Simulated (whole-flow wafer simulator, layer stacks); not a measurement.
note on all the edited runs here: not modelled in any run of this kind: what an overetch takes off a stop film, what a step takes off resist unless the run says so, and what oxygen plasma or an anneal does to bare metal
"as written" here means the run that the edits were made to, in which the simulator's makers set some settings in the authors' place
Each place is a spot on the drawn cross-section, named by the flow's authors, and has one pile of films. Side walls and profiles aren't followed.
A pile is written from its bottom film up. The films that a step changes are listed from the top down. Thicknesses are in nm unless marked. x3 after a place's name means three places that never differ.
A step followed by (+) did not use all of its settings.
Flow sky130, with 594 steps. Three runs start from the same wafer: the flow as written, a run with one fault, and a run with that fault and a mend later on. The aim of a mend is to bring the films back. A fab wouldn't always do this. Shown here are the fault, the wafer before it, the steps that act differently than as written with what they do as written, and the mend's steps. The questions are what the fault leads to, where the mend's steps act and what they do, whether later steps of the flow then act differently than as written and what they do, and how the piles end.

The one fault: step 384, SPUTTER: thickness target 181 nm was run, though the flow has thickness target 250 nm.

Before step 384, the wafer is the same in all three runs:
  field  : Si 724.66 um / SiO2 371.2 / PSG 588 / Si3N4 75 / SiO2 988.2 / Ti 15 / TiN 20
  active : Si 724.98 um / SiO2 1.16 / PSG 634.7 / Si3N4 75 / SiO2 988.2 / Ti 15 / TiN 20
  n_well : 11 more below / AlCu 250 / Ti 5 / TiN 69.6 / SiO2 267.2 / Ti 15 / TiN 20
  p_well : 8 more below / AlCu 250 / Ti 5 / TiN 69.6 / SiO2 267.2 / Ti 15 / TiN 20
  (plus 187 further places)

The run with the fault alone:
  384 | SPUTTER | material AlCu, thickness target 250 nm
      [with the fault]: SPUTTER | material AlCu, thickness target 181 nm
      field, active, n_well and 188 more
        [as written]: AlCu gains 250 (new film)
        [with the fault]: AlCu gains 181 (new film)
  Later steps of the flow acting differently than as written (not shown: 8 more steps that differ only slightly, by at most 2% or 0.5 nm, whichever is larger):
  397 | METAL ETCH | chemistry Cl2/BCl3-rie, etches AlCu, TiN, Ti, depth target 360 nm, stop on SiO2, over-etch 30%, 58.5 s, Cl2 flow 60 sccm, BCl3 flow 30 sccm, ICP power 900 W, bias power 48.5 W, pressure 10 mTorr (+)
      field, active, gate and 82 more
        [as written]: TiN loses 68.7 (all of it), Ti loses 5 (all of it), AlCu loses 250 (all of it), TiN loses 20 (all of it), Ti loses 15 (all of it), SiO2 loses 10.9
        [with the fault]: TiN loses 68.7 (all of it), Ti loses 5 (all of it), AlCu loses 181 (all of it), TiN loses 20 (all of it), Ti loses 15 (all of it), SiO2 loses 17.8
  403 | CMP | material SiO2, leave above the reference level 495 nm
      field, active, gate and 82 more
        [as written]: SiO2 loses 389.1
        [with the fault]: SiO2 loses 451.2
  The piles end different from the flow's at n_well, p_well, gate_hv and 115 more by more than 2% or 0.5 nm, whichever is larger.
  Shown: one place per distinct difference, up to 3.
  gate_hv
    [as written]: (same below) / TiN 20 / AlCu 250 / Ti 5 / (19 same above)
    [with the fault]: (same below) / TiN 20 / AlCu 181 / Ti 5 / (19 same above)
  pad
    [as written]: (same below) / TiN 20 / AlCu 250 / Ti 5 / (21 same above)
    [with the fault]: (same below) / TiN 20 / AlCu 181 / Ti 5 / (21 same above)
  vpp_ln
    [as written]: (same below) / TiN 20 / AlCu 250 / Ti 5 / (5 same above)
    [with the fault]: (same below) / TiN 20 / AlCu 181 / Ti 5 / (5 same above)

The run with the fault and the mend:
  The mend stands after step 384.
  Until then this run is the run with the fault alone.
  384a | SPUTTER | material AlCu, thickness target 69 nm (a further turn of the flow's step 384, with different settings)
      field, active, n_well and 188 more
        AlCu gains 69
  None of the later steps of the flow acts differently than as written at any place that is followed.
  The piles end the same as the flow's at every place that both follow.
